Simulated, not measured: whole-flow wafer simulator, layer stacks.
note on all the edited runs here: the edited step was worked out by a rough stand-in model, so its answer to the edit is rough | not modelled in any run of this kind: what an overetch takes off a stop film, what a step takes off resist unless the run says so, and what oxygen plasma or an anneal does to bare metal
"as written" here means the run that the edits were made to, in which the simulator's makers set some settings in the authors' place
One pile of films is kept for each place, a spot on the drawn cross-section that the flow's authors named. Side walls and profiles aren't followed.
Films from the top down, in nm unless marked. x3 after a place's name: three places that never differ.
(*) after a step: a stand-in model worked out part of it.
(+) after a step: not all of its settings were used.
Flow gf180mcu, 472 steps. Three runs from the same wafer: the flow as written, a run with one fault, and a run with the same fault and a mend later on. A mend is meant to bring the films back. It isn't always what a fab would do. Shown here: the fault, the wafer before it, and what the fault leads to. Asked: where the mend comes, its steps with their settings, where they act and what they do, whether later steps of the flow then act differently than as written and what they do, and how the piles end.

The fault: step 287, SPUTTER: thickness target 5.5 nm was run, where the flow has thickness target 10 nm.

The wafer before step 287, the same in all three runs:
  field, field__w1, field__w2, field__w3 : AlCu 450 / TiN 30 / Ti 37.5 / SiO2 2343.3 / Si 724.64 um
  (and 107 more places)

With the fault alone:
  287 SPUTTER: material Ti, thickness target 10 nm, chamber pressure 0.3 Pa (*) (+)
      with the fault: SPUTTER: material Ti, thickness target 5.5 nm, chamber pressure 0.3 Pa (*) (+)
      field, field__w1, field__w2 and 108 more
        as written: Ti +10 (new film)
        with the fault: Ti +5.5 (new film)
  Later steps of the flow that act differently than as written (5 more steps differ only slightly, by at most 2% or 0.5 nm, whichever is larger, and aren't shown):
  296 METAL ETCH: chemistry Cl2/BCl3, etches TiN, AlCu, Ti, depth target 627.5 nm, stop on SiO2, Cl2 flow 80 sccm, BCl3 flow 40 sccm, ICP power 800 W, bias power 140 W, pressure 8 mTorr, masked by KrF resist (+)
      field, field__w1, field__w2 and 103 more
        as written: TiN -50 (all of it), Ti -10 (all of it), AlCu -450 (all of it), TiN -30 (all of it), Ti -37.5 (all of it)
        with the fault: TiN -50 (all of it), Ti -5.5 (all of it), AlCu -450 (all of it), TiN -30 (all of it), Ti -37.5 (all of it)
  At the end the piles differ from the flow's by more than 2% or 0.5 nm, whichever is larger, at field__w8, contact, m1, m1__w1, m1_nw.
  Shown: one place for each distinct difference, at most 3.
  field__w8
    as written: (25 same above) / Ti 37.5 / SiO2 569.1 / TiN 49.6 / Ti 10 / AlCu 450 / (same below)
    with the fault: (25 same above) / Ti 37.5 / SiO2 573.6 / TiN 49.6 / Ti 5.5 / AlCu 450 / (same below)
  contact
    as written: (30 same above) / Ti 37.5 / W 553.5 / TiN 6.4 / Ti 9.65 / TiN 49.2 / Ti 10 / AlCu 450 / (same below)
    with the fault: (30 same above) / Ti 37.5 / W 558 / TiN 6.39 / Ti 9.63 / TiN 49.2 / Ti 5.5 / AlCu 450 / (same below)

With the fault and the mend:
  The mend comes after step 287.
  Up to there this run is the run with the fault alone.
  287a SPUTTER: material Ti, thickness target 4.5 nm, chamber pressure 0.3 Pa (*) (+) (the flow's step 287 once more, with other settings)
      field, field__w1, field__w2 and 108 more
        Ti +4.5
  No later step of the flow acts differently than as written at any place that is followed.
  At the end the piles are the same as the flow's at every place that both follow.
